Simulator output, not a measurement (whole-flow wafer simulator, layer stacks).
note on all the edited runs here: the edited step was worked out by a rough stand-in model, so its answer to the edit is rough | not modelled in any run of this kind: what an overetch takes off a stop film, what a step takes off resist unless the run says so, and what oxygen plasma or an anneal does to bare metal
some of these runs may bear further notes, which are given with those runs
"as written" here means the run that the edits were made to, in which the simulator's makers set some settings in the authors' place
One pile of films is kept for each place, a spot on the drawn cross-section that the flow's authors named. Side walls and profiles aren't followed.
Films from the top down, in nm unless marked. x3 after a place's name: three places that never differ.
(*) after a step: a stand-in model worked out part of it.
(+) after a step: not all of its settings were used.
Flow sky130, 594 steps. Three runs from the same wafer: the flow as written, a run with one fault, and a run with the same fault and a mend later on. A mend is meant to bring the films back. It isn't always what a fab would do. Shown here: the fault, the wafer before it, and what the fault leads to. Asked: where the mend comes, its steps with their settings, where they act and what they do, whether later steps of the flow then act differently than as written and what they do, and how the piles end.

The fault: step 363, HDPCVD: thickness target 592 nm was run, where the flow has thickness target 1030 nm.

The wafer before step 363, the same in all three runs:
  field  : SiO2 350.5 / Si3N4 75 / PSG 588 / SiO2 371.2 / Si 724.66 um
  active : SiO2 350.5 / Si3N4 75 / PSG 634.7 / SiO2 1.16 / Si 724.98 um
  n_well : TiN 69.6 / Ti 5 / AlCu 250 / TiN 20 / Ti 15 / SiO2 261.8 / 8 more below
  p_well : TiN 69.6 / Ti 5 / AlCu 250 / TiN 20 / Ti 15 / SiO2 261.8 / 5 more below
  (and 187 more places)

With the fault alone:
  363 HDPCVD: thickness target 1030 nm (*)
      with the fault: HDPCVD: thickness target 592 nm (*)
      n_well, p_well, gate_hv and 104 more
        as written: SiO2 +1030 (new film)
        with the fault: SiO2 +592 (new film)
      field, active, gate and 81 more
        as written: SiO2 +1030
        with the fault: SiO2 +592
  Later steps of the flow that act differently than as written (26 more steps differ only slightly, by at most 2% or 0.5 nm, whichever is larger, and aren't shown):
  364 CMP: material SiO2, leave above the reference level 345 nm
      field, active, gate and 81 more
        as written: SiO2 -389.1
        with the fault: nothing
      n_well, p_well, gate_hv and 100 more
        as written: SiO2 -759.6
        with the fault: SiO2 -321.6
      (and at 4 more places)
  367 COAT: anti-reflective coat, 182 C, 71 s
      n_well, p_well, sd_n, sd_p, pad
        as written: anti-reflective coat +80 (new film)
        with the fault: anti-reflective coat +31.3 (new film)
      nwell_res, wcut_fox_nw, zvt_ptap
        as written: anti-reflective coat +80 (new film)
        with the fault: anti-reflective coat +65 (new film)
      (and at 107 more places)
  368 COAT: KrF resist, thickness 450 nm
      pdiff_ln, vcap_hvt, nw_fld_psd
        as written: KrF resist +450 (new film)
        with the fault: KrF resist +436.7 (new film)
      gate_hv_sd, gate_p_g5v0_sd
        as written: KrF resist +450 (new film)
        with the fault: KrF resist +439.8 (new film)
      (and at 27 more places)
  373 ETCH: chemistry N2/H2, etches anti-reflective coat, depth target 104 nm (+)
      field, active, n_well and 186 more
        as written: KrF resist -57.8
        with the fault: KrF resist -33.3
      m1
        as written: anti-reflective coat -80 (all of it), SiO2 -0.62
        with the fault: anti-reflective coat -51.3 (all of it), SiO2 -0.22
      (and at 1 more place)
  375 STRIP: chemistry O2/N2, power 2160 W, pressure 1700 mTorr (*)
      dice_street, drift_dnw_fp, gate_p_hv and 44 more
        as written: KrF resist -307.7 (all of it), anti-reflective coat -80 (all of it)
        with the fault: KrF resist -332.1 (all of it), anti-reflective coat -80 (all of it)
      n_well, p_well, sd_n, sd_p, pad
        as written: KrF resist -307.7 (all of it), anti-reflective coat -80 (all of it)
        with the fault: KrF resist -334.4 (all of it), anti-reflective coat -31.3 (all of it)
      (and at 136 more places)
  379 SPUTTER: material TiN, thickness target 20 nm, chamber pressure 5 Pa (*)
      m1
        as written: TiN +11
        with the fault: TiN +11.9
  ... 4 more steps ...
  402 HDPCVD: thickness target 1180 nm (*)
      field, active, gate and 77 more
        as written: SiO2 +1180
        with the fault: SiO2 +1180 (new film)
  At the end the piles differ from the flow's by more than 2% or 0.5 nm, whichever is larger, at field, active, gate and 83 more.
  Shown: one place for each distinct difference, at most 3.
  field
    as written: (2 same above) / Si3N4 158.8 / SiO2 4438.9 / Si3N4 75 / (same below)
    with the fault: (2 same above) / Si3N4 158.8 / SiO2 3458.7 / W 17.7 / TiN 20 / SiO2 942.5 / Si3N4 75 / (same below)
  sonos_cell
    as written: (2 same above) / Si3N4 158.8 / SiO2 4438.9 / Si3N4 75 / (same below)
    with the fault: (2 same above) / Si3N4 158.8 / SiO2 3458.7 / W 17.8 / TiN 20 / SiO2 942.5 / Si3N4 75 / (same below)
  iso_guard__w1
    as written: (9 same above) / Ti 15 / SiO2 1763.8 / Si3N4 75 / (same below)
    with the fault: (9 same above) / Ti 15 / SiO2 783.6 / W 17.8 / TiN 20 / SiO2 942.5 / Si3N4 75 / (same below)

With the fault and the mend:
  The mend comes after step 363.
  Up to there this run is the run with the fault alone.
  363a HDPCVD: thickness target 438 nm (*) (the flow's step 363 once more, with other settings)
      field, active, n_well and 188 more
        SiO2 +438
  No later step of the flow acts differently than as written at any place that is followed.
  At the end the piles are the same as the flow's at every place that both follow.
